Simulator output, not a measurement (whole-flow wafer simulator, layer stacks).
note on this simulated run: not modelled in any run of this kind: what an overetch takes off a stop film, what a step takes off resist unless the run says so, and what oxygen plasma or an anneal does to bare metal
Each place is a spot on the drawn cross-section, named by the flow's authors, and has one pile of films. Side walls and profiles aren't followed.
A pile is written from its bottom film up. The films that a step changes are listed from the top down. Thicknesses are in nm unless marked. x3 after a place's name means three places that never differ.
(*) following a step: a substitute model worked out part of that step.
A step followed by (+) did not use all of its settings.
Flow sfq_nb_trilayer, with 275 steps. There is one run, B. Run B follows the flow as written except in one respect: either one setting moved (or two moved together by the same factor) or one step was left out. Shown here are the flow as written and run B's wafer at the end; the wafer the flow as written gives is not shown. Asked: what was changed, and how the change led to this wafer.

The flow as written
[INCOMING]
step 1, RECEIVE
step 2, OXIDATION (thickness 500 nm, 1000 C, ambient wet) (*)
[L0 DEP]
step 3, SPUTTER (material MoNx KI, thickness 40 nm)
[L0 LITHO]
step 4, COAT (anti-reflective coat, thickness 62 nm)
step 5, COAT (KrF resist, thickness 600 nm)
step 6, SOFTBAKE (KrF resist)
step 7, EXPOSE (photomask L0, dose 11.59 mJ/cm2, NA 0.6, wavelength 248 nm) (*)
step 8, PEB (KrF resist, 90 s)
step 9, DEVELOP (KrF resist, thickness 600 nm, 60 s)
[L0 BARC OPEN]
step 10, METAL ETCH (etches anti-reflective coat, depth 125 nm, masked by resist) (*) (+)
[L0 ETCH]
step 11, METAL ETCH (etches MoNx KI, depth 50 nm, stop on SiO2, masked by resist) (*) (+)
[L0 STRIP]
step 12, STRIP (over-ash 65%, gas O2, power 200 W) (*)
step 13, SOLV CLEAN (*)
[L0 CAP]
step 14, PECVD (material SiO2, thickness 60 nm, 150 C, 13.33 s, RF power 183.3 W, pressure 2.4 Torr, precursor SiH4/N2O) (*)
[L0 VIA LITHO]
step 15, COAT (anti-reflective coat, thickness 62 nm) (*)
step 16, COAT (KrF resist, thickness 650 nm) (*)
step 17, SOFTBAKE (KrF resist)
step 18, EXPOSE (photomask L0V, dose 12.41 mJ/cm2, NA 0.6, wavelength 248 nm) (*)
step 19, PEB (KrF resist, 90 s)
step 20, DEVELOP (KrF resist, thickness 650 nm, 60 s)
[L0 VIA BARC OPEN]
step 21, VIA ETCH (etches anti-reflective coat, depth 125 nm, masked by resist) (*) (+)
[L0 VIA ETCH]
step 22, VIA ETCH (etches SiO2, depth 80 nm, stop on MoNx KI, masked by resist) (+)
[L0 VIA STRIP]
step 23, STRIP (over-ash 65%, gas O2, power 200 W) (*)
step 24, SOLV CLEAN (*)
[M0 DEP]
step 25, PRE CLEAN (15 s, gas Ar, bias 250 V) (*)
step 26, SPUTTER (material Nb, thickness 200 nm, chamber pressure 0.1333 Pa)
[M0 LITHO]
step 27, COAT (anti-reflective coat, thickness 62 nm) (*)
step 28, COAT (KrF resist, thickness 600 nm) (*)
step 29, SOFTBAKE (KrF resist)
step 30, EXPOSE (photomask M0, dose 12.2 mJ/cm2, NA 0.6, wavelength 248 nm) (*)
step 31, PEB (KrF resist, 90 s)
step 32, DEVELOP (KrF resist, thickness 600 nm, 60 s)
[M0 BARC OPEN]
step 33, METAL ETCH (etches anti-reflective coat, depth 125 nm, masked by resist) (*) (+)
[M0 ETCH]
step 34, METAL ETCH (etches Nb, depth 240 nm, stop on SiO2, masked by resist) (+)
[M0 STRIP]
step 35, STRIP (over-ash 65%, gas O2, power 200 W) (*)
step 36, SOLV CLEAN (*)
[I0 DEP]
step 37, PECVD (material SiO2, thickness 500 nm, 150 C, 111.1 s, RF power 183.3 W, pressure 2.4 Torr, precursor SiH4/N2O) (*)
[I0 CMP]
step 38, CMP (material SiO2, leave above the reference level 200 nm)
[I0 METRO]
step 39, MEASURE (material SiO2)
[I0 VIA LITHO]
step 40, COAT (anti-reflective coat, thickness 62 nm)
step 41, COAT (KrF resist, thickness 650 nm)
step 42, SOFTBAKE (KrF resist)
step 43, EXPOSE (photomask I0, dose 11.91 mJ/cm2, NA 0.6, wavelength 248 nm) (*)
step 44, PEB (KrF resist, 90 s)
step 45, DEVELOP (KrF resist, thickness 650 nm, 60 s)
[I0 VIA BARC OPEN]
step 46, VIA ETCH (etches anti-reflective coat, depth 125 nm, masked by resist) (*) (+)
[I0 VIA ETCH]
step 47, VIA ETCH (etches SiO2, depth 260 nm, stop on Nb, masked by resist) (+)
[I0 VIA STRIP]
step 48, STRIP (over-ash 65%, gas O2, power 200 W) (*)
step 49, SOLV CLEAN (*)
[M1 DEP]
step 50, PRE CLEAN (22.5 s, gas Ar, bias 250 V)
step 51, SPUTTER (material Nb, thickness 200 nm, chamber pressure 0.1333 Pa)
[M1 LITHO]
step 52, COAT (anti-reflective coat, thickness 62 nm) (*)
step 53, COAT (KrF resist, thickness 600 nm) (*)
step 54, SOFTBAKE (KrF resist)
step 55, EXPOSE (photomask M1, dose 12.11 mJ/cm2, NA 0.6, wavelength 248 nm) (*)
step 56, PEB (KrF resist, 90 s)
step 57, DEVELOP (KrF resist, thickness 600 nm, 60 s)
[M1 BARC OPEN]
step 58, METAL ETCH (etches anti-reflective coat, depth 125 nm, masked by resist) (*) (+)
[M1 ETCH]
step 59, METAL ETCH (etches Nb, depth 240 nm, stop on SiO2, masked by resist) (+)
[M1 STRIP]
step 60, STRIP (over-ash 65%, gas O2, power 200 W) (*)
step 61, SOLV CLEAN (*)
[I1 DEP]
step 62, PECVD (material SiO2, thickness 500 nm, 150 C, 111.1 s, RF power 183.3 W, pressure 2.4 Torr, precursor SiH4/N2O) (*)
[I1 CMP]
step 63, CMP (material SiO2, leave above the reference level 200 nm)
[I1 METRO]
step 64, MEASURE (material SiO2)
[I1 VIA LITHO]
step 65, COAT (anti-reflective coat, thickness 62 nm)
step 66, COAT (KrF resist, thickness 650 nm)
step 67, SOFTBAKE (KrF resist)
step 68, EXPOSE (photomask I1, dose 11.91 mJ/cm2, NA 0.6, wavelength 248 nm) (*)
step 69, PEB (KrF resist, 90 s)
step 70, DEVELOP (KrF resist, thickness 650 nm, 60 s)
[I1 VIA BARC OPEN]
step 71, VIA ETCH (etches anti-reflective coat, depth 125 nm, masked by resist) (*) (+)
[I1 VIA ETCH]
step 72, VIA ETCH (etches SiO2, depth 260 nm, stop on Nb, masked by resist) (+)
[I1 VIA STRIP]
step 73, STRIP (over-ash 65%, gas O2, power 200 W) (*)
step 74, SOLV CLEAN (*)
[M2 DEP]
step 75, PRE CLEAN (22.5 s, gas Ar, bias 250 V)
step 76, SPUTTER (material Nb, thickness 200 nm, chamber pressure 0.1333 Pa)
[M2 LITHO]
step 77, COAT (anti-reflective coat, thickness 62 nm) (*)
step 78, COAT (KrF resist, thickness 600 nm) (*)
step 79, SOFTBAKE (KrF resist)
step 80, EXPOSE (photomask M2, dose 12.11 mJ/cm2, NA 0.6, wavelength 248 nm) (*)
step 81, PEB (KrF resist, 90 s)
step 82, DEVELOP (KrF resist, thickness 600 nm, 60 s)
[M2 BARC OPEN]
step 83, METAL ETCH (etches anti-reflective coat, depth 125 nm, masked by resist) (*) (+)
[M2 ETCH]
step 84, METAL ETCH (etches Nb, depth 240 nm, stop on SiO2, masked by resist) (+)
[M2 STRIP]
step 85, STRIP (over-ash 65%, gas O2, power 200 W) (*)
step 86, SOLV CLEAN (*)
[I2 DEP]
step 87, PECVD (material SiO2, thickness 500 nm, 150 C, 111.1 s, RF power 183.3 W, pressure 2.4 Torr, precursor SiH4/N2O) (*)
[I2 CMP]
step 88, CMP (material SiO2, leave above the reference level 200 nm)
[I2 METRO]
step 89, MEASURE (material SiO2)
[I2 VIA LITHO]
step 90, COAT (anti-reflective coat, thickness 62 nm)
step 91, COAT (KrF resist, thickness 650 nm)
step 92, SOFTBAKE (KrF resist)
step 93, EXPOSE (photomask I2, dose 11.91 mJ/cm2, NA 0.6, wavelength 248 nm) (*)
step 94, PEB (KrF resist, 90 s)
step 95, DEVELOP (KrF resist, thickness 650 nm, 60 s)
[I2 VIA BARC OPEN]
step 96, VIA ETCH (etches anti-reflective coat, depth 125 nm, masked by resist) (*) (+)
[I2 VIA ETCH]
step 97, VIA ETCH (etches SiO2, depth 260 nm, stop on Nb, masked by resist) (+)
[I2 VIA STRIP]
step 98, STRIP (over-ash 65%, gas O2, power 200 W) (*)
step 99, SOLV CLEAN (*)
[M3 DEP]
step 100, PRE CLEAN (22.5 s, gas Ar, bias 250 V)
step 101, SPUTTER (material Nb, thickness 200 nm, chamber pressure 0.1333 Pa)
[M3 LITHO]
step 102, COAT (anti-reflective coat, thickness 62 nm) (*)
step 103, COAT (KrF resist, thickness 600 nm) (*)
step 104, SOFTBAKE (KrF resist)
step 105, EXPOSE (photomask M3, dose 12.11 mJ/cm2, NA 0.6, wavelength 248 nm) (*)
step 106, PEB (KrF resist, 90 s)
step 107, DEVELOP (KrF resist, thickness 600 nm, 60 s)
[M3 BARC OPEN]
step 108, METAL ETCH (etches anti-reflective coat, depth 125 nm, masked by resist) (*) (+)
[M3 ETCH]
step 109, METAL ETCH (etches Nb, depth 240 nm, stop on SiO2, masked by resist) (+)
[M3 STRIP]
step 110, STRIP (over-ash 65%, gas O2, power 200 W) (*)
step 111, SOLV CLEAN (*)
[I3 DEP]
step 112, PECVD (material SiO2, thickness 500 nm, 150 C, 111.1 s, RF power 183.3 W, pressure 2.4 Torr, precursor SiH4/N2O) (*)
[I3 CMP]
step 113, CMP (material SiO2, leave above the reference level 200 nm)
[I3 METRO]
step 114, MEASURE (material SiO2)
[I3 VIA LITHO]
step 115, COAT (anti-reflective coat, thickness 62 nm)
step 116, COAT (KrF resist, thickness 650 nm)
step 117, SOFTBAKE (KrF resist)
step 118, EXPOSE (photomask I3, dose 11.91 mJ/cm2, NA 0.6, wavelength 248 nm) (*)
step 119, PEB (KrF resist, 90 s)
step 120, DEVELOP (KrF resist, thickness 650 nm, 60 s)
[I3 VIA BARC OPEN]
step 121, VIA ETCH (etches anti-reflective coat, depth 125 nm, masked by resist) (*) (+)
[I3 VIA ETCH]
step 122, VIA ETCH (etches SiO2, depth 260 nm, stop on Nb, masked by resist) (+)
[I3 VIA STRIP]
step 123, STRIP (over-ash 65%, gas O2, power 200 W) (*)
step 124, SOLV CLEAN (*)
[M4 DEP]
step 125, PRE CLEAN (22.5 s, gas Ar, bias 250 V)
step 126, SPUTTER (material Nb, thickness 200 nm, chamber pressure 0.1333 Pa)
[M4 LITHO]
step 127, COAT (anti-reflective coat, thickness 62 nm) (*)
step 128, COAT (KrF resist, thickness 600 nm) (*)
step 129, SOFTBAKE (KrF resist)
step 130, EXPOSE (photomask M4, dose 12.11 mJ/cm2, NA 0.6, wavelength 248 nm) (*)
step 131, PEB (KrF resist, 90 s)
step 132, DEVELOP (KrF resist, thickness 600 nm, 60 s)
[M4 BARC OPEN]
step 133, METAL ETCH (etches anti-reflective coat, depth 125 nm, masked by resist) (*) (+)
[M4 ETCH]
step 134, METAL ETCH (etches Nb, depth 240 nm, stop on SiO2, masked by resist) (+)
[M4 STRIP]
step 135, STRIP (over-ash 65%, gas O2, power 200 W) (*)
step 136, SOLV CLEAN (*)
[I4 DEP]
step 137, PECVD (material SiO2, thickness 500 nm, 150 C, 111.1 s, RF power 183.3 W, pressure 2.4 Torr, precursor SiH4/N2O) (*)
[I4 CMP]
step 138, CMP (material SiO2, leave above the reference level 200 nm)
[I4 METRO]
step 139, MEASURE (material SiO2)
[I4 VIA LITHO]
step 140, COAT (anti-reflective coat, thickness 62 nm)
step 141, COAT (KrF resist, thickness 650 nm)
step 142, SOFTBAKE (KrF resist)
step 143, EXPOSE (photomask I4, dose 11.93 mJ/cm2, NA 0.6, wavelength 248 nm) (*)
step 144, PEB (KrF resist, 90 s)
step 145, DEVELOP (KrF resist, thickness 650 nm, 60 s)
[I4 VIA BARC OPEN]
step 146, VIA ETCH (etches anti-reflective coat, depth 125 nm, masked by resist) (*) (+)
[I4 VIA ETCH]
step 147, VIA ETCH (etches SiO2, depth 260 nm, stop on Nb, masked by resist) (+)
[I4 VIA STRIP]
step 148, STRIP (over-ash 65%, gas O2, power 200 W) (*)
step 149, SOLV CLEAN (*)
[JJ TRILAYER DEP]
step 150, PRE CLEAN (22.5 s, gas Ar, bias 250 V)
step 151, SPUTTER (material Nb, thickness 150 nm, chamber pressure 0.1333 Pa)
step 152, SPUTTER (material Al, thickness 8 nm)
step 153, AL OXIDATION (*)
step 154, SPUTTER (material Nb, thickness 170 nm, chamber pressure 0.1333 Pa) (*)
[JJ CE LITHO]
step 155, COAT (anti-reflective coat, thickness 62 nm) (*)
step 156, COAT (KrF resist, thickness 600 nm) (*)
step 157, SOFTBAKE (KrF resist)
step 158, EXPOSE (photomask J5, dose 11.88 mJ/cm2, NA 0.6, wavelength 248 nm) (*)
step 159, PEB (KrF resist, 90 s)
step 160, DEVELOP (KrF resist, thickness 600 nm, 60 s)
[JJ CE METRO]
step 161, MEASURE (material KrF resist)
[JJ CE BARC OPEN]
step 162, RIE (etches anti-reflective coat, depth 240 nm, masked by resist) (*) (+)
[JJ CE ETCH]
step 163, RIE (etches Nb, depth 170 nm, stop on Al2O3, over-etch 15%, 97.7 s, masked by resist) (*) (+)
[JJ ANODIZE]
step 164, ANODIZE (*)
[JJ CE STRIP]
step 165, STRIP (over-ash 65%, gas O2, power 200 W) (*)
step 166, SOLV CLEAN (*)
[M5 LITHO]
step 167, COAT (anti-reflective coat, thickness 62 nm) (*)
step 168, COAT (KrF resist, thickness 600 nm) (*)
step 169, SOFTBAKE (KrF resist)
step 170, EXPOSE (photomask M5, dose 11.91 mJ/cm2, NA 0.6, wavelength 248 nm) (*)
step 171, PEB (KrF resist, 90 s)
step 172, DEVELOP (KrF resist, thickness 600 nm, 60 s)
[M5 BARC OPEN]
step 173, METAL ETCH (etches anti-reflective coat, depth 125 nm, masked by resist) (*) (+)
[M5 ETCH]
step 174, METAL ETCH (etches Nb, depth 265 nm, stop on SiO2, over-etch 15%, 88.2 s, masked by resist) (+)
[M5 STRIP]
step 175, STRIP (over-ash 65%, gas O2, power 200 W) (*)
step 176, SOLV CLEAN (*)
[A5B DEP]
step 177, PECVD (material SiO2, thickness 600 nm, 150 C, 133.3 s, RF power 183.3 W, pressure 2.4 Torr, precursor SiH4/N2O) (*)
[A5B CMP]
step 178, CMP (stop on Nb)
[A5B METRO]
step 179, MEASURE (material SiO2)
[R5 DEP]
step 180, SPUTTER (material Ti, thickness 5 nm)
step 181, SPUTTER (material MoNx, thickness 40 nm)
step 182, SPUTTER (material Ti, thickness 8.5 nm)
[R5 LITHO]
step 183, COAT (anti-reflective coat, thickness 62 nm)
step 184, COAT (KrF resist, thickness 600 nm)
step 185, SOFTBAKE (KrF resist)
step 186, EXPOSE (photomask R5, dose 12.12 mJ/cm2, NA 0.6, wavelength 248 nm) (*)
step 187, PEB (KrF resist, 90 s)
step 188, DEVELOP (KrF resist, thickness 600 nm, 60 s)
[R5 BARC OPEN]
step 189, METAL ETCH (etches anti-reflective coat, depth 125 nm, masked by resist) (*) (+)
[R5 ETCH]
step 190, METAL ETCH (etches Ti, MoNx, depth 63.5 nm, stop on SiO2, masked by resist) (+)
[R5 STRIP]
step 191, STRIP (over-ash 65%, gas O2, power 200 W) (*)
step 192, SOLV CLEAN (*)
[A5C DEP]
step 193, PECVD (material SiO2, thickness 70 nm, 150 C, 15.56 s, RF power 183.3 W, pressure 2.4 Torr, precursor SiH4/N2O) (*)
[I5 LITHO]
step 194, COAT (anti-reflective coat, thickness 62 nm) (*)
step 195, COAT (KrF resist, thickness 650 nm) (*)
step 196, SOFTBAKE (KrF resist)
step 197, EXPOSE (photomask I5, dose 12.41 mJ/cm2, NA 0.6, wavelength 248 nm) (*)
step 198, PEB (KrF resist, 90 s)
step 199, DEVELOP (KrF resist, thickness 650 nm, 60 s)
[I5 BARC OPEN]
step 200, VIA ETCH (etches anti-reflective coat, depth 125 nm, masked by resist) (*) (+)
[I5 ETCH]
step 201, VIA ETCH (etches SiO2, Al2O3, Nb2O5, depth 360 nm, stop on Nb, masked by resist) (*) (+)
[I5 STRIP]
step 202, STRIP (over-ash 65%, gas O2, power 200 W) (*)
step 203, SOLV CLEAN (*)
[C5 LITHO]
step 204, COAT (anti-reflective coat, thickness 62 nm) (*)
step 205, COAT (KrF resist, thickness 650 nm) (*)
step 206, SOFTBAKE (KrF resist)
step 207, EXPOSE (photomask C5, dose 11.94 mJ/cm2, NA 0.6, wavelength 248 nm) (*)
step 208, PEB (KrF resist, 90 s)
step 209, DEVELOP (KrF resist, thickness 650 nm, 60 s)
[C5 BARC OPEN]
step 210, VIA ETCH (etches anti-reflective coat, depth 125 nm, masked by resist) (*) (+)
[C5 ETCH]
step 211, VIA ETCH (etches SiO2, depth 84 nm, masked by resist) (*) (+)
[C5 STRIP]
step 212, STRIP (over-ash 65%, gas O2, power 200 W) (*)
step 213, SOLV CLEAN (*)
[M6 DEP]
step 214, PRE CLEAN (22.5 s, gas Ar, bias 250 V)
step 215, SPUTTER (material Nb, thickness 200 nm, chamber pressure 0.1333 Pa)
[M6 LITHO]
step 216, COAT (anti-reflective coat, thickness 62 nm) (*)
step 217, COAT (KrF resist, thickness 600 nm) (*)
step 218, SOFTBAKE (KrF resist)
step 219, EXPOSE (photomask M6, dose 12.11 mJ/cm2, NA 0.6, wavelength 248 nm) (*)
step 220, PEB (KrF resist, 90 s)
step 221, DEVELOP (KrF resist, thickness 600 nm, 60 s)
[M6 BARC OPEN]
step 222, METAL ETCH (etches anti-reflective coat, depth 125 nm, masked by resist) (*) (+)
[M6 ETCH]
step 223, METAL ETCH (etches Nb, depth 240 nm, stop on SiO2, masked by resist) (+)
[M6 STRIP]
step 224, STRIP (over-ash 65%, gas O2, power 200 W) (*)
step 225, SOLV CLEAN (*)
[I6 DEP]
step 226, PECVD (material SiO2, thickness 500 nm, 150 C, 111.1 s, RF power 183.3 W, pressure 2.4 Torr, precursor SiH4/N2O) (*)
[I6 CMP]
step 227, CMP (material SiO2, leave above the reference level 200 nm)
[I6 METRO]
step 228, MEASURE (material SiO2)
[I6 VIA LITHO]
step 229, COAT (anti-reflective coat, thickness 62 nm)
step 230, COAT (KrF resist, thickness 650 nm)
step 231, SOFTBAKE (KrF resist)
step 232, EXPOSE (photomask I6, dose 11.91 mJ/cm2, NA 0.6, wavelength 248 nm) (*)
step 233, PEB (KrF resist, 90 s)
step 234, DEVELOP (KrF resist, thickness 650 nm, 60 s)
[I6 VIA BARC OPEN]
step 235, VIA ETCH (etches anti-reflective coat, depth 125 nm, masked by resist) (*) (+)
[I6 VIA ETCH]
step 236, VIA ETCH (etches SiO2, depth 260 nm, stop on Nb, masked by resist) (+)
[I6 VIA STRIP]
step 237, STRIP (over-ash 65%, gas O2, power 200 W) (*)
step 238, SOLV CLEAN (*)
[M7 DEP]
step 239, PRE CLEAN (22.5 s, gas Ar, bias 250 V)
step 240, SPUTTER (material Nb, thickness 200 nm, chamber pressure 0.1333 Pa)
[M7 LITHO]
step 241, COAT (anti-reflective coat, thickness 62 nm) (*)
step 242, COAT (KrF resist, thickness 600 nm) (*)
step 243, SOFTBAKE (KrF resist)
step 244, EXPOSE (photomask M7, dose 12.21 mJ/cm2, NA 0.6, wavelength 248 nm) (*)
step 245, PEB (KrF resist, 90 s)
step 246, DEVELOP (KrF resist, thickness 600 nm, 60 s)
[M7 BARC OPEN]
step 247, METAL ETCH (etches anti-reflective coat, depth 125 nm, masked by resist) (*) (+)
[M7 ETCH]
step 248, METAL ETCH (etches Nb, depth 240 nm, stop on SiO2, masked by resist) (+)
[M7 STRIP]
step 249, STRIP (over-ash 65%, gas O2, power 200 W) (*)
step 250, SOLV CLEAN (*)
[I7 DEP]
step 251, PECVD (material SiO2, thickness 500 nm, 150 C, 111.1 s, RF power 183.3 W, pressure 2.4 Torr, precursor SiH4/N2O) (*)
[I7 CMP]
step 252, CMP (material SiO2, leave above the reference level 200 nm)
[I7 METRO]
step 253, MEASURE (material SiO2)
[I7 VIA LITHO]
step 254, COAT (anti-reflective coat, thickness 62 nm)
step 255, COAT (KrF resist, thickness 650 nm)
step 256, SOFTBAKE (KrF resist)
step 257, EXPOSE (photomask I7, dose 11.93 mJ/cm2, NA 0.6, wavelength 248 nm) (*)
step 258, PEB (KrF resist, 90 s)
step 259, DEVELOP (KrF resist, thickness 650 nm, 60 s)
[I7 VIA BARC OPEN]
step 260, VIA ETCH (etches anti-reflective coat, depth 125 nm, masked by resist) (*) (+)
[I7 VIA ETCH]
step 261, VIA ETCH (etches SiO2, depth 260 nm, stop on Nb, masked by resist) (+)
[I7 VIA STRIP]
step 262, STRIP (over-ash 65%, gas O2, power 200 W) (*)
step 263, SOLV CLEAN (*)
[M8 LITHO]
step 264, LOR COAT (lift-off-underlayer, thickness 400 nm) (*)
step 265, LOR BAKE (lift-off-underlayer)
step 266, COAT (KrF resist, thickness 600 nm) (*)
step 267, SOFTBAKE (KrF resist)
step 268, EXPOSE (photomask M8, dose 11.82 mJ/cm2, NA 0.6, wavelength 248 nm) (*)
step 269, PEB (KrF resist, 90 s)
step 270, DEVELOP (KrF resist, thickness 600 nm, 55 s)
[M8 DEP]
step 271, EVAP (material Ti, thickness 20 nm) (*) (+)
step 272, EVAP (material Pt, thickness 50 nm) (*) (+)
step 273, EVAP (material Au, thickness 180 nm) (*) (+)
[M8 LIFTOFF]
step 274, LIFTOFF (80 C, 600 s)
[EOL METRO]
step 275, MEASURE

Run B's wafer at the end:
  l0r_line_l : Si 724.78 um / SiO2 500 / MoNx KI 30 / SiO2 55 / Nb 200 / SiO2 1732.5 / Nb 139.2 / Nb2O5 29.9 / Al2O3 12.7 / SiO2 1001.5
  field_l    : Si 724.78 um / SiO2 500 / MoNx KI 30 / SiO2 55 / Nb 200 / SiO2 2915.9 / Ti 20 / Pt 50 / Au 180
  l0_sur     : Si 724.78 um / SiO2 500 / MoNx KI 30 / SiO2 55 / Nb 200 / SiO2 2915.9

The reason: step 3, SPUTTER: thickness 30 nm was run, whereas the flow has thickness 40 nm.
One can read it off the wafer: l0r_line_l has MoNx KI 30, and step 3 as written asks for 40 nm.

The path from the change to this, step by step:
  step 3, SPUTTER (material MoNx KI, thickness 40 nm)
      field_l, v_sur, via_wl and 103 more: +30 MoNx KI (new film) (it would be, as written: +40 MoNx KI (new film))
  step 11, METAL ETCH (etches MoNx KI, depth 50 nm, stop on SiO2, masked by resist) (*) (+)
      v_sur, via_wl, via_w and 97 more: -30 MoNx KI (all of it) (it would be, as written: -40 MoNx KI (all of it))
      field_l, l0_sur, l0v, l0r_line_l, l0r_line_c, l0r_line_r: -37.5 KrF resist (it would be, as written: -41.7 KrF resist)
  step 15, COAT (anti-reflective coat, thickness 62 nm) (*)
      field_l: +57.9 anti-reflective coat (new film) (it would be, as written: +56.7 anti-reflective coat (new film))
      v_sur: +69.7 anti-reflective coat (new film) (it would be, as written: +72.2 anti-reflective coat (new film))
      (and at 3 other places as well)
  step 23, STRIP (over-ash 65%, gas O2, power 200 W) (*)
      field_l: -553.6 KrF resist (all of it), -57.9 anti-reflective coat (all of it) (it would be, as written: -551.4 KrF resist (all of it), -56.7 anti-reflective coat (all of it))
      v_sur: -567.6 KrF resist (all of it), -69.7 anti-reflective coat (all of it) (it would be, as written: -570.5 KrF resist (all of it), -72.2 anti-reflective coat (all of it))
      (and at 3 other places as well)
  step 27, COAT (anti-reflective coat, thickness 62 nm) (*)
      field_l: +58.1 anti-reflective coat (new film) (it would be, as written: +56.9 anti-reflective coat (new film))
      v_sur: +69.8 anti-reflective coat (new film) (it would be, as written: +72.3 anti-reflective coat (new film))
      (and at 3 other places as well)
  step 35, STRIP (over-ash 65%, gas O2, power 200 W) (*)
      field_l: -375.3 KrF resist (all of it), -58.1 anti-reflective coat (all of it) (it would be, as written: -372.9 KrF resist (all of it), -56.9 anti-reflective coat (all of it))
      v_sur: -389.1 KrF resist (all of it), -69.8 anti-reflective coat (all of it) (it would be, as written: -391.6 KrF resist (all of it), -72.3 anti-reflective coat (all of it))
      (and at 3 other places as well)
  step 38, CMP (material SiO2, leave above the reference level 200 nm)
      field_l, l0_sur, l0r_line_l, l0r_line_c, l0r_line_r: -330 SiO2 (it would be, as written: -340 SiO2)
      l0v: -267.8 SiO2 (it would be, as written: -277.8 SiO2)
